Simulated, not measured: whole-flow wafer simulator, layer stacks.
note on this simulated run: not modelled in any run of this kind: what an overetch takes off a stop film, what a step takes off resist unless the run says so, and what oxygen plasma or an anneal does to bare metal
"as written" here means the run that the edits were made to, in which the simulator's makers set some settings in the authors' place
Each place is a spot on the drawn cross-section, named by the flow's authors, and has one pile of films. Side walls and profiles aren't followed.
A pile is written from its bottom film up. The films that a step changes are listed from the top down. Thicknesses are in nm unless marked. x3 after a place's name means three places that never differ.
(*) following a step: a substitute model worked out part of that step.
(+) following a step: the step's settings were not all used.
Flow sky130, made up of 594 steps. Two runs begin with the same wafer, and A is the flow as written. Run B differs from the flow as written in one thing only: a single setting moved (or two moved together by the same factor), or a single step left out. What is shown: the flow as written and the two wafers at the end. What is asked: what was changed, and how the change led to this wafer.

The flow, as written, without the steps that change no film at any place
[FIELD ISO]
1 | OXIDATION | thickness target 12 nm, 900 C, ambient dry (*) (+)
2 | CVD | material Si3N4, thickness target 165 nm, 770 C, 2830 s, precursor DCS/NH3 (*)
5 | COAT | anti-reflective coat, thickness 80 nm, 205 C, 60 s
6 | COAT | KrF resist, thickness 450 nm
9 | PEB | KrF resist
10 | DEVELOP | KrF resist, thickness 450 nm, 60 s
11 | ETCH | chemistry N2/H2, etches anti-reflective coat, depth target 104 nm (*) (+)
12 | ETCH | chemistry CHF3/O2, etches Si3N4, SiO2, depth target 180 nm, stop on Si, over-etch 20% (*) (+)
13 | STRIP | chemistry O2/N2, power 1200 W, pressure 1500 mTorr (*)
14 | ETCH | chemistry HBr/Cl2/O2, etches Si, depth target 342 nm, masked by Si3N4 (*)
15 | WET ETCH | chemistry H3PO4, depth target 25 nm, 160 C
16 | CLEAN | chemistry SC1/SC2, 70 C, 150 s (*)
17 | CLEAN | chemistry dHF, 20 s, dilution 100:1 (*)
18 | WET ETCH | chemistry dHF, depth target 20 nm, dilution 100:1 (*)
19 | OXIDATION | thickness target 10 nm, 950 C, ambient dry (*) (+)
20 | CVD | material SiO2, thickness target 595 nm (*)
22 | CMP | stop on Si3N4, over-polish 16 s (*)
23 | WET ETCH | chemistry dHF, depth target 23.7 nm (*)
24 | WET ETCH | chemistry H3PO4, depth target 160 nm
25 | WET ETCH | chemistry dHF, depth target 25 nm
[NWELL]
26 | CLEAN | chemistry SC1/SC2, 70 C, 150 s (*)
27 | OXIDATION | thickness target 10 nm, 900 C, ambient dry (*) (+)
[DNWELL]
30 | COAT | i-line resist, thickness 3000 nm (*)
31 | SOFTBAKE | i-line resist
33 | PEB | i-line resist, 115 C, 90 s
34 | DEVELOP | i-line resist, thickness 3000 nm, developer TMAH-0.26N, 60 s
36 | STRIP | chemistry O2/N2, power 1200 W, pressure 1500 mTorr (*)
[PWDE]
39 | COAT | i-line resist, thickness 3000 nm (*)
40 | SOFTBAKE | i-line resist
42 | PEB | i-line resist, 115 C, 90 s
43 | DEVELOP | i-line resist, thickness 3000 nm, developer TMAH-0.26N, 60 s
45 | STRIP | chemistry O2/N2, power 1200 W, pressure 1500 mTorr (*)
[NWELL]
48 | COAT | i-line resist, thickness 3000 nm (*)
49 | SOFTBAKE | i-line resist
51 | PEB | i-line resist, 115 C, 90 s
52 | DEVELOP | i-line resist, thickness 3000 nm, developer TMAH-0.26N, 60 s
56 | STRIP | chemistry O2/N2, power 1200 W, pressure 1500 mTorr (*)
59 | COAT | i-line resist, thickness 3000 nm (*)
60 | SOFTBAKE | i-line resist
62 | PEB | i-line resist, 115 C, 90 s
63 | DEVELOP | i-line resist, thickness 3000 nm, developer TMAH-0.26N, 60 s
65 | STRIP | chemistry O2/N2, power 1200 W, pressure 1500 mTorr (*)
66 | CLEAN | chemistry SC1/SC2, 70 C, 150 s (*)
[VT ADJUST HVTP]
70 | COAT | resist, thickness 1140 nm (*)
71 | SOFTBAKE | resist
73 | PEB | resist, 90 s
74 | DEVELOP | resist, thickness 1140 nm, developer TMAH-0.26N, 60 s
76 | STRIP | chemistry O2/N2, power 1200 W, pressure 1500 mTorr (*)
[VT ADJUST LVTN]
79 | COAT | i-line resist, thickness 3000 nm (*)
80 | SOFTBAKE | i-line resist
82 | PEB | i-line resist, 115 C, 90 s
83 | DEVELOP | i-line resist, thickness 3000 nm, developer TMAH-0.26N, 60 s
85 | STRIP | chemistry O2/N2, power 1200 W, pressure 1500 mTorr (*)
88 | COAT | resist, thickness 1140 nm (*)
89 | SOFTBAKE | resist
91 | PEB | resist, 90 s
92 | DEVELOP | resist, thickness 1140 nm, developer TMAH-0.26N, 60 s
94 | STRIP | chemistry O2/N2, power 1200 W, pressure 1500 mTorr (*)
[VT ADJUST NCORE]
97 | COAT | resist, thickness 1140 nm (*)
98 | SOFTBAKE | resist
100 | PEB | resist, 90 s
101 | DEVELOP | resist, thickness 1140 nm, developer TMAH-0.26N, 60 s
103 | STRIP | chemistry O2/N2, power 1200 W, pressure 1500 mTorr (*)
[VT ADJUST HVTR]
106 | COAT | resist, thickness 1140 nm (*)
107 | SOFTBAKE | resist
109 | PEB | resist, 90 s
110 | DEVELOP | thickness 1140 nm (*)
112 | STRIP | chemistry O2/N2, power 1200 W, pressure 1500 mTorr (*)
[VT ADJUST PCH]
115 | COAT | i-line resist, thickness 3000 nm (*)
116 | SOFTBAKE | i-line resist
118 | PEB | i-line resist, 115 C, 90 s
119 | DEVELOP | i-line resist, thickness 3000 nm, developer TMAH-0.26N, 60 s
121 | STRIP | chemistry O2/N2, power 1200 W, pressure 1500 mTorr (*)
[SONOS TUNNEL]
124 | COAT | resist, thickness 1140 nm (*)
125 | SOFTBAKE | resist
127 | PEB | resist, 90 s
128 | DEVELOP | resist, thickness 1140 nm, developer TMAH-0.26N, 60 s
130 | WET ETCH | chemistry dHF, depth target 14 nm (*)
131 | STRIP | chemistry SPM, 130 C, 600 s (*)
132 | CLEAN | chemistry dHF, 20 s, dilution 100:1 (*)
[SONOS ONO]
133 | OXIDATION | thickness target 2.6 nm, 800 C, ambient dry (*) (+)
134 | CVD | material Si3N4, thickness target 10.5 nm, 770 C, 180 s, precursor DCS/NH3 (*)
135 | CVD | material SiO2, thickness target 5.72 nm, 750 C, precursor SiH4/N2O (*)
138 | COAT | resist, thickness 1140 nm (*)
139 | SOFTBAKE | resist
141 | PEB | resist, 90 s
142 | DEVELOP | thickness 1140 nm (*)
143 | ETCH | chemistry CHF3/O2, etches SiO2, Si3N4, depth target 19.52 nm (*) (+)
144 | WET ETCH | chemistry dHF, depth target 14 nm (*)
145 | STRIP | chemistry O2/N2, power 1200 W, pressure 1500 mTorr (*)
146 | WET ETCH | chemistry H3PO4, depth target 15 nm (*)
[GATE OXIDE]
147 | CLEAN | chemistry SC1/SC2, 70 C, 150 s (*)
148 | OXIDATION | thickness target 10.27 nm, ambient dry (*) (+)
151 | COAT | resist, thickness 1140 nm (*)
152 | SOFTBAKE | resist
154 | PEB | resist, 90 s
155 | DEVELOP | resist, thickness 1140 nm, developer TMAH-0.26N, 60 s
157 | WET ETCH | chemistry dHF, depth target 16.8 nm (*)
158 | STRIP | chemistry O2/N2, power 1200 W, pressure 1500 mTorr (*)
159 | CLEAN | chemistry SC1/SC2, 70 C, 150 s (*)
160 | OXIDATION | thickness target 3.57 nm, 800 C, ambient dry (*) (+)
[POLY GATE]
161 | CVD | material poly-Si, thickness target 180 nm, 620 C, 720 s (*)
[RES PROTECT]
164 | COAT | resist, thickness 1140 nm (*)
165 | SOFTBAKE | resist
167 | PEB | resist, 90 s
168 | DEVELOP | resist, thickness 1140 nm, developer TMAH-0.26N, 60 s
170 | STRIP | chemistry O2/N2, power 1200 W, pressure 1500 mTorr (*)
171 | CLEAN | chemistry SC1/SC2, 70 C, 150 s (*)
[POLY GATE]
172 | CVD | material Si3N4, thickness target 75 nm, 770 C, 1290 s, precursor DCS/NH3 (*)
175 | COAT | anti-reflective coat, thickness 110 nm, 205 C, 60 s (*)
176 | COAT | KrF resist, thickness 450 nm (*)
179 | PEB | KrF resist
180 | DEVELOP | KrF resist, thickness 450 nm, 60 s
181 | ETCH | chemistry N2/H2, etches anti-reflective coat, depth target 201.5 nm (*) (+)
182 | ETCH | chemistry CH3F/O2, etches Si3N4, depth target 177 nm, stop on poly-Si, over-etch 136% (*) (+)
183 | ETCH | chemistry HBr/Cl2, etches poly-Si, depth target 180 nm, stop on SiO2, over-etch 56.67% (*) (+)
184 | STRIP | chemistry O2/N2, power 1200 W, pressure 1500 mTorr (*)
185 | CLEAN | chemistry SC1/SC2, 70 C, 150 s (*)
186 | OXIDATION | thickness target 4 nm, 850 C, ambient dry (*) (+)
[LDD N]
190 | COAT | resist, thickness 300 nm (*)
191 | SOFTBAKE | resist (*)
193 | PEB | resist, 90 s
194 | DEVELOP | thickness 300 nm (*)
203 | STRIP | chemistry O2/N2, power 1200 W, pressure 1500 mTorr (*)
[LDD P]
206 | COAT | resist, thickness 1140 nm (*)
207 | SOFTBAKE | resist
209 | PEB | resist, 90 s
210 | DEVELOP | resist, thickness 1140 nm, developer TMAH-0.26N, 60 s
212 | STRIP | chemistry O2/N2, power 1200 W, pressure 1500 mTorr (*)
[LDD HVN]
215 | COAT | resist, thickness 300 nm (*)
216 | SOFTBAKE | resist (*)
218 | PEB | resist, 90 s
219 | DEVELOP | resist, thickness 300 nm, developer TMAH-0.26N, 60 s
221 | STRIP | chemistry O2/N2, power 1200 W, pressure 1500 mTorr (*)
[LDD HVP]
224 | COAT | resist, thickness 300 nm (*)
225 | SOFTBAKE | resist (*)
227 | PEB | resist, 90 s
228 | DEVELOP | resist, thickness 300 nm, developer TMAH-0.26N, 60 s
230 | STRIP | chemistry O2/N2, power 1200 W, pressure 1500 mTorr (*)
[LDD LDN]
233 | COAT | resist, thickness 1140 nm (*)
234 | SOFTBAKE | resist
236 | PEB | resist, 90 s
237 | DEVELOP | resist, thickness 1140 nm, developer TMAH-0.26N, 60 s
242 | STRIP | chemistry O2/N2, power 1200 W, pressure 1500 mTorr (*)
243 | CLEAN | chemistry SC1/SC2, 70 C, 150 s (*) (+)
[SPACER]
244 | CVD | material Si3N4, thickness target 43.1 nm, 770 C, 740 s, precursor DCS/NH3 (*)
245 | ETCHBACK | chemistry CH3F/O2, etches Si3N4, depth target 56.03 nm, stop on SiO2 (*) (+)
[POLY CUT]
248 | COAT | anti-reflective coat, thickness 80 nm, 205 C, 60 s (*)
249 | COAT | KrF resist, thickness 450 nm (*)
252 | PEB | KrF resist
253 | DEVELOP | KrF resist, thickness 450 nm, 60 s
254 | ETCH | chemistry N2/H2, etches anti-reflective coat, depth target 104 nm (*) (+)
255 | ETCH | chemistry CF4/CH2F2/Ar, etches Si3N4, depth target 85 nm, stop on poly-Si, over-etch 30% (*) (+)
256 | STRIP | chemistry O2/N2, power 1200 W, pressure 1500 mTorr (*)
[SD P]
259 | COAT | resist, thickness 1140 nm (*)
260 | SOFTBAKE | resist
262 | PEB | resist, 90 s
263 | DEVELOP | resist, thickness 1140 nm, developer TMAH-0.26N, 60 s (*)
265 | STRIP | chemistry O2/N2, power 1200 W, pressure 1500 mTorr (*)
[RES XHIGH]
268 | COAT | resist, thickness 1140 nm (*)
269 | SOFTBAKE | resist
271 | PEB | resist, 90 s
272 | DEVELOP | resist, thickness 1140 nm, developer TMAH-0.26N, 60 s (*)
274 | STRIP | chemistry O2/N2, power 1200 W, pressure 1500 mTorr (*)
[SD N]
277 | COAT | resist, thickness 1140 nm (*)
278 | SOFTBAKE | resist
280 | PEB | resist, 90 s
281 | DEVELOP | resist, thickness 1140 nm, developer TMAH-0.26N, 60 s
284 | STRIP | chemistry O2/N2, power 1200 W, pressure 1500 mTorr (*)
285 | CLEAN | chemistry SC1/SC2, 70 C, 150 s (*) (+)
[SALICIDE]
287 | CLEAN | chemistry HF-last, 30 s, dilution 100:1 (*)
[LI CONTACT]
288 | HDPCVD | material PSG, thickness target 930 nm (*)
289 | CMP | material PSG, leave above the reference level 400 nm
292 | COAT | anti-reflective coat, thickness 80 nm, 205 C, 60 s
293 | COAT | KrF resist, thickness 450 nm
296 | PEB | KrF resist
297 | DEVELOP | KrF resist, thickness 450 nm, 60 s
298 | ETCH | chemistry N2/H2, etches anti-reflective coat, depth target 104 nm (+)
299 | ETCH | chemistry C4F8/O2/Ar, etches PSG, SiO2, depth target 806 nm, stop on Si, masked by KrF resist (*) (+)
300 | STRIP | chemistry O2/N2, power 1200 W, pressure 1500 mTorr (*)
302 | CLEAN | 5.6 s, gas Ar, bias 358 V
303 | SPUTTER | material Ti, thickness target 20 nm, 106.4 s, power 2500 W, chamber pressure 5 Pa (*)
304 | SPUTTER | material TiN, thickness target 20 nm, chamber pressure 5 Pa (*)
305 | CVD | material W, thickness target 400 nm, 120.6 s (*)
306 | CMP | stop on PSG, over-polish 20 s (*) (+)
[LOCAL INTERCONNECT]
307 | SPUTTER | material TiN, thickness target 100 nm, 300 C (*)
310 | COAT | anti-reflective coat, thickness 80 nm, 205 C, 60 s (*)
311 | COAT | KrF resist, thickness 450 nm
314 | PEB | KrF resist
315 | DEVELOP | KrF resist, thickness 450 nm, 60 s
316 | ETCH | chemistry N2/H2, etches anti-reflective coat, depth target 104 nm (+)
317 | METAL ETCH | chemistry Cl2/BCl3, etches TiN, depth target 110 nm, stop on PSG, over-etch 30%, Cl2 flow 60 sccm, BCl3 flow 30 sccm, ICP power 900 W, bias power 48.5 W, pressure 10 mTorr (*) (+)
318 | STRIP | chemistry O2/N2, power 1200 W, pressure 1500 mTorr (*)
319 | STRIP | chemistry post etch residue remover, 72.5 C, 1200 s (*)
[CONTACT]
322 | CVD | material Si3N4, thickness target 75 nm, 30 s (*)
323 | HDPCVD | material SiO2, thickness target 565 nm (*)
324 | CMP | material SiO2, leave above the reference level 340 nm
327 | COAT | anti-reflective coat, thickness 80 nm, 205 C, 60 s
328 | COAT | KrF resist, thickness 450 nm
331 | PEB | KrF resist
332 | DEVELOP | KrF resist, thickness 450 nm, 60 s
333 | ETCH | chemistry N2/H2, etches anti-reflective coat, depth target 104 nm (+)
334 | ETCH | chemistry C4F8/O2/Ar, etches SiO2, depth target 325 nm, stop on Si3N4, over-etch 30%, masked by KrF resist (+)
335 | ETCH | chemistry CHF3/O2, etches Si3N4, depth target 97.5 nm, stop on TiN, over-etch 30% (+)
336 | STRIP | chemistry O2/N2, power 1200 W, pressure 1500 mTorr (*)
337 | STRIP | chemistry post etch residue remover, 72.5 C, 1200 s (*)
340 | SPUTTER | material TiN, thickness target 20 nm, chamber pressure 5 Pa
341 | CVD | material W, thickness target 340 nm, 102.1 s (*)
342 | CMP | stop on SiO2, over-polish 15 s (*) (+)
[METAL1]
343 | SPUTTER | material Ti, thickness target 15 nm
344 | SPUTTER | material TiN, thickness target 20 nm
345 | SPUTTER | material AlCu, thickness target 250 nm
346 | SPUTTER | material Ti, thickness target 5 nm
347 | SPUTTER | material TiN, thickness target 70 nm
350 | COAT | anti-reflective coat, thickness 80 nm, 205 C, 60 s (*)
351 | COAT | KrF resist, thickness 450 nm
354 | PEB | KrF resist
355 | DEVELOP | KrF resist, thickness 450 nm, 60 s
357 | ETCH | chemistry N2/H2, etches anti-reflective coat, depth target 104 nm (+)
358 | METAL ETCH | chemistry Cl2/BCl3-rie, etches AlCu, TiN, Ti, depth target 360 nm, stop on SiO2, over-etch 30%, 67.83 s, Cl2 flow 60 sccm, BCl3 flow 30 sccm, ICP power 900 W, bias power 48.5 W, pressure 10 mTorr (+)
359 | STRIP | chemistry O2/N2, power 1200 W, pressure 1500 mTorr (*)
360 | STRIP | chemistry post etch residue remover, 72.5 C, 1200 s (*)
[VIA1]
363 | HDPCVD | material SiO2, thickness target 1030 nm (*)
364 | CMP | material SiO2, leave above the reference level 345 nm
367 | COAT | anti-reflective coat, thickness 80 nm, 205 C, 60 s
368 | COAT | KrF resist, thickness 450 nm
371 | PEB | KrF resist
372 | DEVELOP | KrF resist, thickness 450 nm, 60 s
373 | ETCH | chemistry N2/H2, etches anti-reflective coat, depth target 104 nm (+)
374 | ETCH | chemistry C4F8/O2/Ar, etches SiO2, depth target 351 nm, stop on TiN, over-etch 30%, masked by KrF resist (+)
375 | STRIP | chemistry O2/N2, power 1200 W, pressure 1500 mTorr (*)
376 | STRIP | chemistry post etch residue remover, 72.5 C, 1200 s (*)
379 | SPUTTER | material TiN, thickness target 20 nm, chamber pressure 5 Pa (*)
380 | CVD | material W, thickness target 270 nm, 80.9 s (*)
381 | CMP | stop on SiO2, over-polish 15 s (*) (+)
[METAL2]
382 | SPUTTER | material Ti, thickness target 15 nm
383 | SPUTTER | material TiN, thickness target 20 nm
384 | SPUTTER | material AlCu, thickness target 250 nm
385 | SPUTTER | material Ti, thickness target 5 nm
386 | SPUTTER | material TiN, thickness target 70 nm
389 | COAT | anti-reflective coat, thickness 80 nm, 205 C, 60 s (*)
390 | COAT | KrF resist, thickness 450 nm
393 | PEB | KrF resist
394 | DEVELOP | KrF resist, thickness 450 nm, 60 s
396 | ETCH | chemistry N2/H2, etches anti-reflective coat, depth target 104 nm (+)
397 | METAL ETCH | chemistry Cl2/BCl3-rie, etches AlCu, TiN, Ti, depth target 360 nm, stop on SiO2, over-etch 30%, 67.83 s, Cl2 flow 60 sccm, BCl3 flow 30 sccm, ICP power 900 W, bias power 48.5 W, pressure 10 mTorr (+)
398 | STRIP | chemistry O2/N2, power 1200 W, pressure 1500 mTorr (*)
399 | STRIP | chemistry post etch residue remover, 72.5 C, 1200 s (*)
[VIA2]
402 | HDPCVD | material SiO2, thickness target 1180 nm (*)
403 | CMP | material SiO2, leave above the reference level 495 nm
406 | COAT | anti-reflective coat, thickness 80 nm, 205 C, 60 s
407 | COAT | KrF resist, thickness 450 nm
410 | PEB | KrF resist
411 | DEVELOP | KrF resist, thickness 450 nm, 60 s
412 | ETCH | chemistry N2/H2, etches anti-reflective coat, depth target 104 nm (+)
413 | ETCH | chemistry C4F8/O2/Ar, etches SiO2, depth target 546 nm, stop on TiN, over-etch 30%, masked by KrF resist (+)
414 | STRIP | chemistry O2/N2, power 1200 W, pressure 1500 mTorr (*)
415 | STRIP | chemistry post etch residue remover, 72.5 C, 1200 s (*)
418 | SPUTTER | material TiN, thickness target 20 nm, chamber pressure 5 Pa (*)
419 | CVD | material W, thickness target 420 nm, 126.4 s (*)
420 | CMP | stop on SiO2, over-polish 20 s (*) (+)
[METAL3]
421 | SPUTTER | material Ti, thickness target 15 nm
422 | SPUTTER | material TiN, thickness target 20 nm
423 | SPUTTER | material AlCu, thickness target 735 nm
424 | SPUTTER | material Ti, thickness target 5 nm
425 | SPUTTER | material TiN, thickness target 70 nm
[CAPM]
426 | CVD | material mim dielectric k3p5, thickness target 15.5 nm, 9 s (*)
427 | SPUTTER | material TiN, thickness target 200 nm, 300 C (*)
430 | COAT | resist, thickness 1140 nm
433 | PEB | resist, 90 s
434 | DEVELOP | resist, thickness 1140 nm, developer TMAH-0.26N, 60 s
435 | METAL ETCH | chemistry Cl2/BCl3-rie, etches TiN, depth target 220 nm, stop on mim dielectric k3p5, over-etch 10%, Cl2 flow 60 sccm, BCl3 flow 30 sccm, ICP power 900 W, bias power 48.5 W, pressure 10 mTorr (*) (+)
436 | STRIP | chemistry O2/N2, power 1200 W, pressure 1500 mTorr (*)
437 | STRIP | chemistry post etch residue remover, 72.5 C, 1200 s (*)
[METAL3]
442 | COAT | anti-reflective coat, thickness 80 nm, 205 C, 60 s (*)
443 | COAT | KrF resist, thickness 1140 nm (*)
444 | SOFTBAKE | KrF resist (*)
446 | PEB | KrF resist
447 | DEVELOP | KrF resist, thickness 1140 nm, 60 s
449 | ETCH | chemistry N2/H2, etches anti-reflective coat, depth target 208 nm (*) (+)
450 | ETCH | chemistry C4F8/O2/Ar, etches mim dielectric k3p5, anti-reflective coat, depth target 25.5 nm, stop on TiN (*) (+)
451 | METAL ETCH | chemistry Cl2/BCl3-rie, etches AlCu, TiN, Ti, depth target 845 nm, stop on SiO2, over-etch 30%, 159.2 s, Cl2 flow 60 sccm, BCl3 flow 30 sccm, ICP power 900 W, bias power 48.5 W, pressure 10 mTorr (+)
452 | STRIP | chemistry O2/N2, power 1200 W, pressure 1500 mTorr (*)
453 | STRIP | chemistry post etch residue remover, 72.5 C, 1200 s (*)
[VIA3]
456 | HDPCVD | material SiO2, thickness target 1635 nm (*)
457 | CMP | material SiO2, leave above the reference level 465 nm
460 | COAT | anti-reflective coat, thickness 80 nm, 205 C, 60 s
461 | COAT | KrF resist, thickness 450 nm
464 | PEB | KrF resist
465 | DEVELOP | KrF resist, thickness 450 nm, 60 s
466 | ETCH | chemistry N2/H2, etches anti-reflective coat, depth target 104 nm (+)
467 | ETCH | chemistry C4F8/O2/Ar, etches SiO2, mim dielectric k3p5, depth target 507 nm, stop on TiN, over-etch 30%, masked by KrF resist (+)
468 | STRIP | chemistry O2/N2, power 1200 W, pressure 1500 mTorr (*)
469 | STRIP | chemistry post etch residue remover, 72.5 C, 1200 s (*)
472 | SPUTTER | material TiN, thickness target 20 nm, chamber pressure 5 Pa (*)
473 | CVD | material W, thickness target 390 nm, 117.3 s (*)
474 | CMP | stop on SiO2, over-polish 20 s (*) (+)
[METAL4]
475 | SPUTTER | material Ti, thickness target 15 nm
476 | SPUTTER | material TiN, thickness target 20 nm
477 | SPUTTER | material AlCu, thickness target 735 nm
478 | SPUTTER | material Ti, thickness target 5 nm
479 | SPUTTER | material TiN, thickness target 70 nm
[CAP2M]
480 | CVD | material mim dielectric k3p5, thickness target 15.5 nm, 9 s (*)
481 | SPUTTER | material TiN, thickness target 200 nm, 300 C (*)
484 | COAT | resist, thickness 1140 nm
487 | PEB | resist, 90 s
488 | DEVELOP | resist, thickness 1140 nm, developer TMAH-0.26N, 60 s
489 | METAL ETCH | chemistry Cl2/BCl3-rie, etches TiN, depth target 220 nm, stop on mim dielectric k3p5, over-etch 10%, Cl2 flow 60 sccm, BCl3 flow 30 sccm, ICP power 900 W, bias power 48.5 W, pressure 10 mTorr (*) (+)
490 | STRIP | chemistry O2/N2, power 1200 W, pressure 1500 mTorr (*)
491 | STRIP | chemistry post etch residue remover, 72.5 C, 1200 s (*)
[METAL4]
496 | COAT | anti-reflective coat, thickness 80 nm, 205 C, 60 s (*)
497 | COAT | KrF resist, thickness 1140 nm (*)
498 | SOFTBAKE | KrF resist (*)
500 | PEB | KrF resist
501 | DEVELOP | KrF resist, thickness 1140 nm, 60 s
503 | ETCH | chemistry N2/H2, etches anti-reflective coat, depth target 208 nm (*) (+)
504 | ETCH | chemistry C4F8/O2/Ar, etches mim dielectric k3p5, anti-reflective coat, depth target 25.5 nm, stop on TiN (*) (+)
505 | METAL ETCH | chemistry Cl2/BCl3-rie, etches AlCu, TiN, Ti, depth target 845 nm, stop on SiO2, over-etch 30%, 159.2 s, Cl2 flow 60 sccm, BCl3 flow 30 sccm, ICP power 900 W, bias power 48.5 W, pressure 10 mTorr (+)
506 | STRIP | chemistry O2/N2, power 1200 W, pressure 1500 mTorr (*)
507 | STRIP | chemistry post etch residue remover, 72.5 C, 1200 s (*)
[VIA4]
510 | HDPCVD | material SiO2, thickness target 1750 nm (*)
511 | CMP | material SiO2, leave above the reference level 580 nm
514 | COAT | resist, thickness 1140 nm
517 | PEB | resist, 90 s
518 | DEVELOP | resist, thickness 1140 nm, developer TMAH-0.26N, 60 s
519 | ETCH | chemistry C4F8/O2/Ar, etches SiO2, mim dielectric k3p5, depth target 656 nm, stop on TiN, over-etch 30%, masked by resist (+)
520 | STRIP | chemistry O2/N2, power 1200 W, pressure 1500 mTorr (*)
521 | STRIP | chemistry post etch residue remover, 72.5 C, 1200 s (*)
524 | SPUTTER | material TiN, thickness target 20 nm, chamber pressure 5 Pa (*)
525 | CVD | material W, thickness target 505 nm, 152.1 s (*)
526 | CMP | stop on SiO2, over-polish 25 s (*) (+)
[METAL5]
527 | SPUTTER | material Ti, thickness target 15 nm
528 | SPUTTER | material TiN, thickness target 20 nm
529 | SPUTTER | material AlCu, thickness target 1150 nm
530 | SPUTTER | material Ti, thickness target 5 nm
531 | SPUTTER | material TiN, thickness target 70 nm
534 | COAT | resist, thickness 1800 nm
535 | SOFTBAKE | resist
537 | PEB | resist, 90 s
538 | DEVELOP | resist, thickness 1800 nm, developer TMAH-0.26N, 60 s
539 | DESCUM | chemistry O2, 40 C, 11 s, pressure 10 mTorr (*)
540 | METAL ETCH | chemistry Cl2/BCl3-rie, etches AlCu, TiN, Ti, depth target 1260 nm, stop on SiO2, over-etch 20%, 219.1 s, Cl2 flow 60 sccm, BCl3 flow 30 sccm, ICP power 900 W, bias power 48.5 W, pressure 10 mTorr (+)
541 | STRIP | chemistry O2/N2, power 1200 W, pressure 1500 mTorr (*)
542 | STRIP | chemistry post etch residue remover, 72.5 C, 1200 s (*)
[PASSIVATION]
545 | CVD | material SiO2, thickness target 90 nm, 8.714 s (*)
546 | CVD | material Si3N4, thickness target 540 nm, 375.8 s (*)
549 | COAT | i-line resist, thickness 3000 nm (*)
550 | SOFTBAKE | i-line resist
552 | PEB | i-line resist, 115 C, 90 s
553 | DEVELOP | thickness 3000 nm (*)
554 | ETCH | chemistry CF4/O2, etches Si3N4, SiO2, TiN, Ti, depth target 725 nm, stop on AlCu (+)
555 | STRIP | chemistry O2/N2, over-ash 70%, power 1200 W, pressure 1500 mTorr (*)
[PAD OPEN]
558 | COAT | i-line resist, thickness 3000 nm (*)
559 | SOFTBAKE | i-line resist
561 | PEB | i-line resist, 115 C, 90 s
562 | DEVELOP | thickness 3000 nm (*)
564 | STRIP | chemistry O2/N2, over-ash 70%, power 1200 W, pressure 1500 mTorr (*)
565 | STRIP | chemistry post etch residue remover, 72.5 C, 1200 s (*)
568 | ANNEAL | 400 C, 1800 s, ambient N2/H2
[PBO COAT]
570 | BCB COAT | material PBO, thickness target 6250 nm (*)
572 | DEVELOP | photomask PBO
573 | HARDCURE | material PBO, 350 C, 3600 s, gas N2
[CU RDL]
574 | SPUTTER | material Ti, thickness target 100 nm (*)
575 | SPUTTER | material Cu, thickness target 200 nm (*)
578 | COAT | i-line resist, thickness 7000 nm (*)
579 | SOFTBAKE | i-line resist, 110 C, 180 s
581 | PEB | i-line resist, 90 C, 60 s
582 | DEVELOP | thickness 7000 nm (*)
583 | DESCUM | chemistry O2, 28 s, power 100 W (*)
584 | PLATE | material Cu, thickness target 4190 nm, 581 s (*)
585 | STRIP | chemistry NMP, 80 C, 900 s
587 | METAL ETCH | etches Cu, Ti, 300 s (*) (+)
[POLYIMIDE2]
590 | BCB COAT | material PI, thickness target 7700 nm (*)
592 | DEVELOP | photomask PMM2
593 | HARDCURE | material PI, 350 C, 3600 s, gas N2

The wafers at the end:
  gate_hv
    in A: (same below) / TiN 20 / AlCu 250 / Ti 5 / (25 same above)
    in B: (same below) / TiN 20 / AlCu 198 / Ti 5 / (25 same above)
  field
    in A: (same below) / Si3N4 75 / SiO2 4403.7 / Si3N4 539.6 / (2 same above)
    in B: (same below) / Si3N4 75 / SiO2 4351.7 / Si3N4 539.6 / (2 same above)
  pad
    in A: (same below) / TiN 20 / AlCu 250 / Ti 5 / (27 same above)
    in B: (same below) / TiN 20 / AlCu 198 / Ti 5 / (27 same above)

Cause: step 345, SPUTTER: thickness target 198 nm was run, though the flow has thickness target 250 nm.
The wafer lets one read it off: gate_hv has AlCu 198, and step 345 as written asks for 250 nm.

Step by step, how the change led to this:
  345 | SPUTTER | material AlCu, thickness target 250 nm
      field, active, n_well and 188 more: A AlCu gains 250 (new film) | B AlCu gains 198 (new film)
  358 | METAL ETCH | chemistry Cl2/BCl3-rie, etches AlCu, TiN, Ti, depth target 360 nm, stop on SiO2, over-etch 30%, 67.83 s, Cl2 flow 60 sccm, BCl3 flow 30 sccm, ICP power 900 W, bias power 48.5 W, pressure 10 mTorr (+)
      field, active, gate and 81 more: A TiN loses 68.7 (all of it), Ti loses 5 (all of it), AlCu loses 250 (all of it), TiN loses 20 (all of it), Ti loses 15 (all of it), SiO2 loses 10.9 | B TiN loses 68.7 (all of it), Ti loses 5 (all of it), AlCu loses 198 (all of it), TiN loses 20 (all of it), Ti loses 15 (all of it), SiO2 loses 16.1
  364 | CMP | material SiO2, leave above the reference level 345 nm
      field, active, gate and 81 more: A SiO2 loses 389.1 | B SiO2 loses 435.9
